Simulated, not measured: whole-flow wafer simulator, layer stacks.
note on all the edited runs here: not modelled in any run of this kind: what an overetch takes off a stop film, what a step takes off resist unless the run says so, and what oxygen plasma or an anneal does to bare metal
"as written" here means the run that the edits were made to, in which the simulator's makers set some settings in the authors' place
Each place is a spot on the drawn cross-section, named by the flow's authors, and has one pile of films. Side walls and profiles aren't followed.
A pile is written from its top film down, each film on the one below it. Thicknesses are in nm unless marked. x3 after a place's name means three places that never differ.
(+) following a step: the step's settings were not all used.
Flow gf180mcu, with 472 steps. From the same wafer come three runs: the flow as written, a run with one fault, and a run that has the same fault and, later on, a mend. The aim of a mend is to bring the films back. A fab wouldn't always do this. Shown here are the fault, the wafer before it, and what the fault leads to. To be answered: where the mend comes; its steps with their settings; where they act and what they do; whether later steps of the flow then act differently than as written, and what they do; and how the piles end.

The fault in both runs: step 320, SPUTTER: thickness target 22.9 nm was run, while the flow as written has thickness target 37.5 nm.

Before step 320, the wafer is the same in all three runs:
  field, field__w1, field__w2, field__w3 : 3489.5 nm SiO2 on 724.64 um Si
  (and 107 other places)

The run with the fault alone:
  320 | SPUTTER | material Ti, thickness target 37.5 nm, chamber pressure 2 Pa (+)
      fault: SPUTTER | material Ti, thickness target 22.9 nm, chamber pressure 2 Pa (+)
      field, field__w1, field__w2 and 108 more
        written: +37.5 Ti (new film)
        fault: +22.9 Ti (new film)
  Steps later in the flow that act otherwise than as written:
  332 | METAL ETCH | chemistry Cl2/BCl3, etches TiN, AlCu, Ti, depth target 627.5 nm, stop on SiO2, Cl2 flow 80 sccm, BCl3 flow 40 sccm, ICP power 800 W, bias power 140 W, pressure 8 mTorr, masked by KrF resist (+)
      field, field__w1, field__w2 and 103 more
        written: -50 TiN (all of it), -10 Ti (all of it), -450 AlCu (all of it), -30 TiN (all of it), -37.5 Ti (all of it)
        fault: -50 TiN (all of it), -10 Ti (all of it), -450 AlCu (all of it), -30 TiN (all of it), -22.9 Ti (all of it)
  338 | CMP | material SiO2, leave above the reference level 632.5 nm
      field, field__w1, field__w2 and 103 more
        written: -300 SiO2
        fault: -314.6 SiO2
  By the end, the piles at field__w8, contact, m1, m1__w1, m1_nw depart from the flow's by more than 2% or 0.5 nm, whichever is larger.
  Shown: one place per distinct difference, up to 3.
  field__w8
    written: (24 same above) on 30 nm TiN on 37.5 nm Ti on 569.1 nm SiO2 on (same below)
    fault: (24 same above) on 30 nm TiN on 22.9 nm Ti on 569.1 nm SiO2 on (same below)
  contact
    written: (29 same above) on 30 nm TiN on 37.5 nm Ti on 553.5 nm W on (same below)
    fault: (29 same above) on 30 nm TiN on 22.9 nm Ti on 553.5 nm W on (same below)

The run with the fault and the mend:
  The mend follows step 320.
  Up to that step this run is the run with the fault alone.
  320a | SPUTTER | material Ti, thickness target 14.6 nm, chamber pressure 2 Pa (+) (the flow's step 320, run once more with other settings)
      field, field__w1, field__w2 and 108 more
        +14.6 Ti
  Every later step of the flow that is run acts as written at every place that is followed.
  By the end, the piles equal the flow's at every place that both follow.
